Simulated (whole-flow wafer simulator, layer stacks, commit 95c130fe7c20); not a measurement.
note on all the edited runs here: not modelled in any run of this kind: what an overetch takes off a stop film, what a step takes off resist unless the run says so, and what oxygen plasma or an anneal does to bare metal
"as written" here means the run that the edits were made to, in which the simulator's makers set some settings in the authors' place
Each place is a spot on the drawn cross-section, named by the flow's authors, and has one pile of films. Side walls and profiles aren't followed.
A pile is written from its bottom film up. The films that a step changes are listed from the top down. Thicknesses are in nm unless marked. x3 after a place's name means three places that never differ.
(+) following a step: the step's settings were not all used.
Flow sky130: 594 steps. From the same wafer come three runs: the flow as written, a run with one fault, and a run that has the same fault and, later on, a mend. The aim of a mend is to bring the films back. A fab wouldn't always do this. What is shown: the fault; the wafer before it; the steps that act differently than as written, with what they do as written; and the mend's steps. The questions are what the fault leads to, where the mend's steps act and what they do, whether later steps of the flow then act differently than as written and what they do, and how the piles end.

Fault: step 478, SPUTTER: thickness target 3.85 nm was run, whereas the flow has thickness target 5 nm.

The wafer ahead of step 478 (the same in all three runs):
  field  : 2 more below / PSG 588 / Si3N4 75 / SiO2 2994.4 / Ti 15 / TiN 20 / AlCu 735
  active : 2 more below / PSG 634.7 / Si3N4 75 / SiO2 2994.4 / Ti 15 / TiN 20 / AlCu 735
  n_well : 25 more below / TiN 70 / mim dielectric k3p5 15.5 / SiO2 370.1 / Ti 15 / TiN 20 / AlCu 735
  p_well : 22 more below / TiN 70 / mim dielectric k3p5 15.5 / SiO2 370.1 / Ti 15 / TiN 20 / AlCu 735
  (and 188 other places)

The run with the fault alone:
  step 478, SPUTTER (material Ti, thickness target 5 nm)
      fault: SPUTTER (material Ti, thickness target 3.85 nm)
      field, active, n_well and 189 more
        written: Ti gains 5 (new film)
        fault: Ti gains 3.85 (new film)
  Later steps of the flow acting differently than as written (not shown: 12 more steps that differ only slightly, by at most 2% or 0.5 nm, whichever is larger):
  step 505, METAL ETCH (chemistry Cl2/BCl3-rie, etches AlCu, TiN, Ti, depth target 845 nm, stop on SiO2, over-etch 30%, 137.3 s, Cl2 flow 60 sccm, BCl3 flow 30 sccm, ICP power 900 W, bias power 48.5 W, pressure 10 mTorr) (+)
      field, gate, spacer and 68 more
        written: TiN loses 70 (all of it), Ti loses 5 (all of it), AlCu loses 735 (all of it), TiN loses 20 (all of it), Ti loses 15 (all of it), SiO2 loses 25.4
        fault: TiN loses 70 (all of it), Ti loses 3.85 (all of it), AlCu loses 735 (all of it), TiN loses 20 (all of it), Ti loses 15 (all of it), SiO2 loses 25.5
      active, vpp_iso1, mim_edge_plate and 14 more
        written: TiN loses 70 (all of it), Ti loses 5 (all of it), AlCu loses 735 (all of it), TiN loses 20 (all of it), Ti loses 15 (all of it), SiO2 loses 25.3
        fault: TiN loses 70 (all of it), Ti loses 3.85 (all of it), AlCu loses 735 (all of it), TiN loses 20 (all of it), Ti loses 15 (all of it), SiO2 loses 25.5
  At n_well, p_well, gate_hv and 102 more, the piles at the end differ from the flow's by more than 2% or 0.5 nm, whichever is larger.
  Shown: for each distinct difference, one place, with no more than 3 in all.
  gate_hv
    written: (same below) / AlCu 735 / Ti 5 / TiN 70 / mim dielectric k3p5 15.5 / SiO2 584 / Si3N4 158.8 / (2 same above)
    fault: (same below) / AlCu 735 / Ti 3.85 / TiN 70 / mim dielectric k3p5 15.5 / SiO2 585.1 / Si3N4 158.8 / (2 same above)
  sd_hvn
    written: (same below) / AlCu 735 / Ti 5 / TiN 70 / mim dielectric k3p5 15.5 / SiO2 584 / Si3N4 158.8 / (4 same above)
    fault: (same below) / AlCu 735 / Ti 3.85 / TiN 70 / mim dielectric k3p5 15.5 / SiO2 585.1 / Si3N4 158.8 / (4 same above)
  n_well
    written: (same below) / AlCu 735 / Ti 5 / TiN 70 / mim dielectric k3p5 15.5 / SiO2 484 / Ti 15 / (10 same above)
    fault: (same below) / AlCu 735 / Ti 3.85 / TiN 70 / mim dielectric k3p5 15.5 / SiO2 485.2 / Ti 15 / (10 same above)

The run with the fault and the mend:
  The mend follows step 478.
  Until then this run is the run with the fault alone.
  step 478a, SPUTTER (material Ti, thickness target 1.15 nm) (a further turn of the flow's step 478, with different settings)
      field, active, n_well and 189 more
        Ti gains 1.15
  Every later step of the flow that is run acts as written at every place that is followed.
  By the end, the piles equal the flow's at every place that both follow.
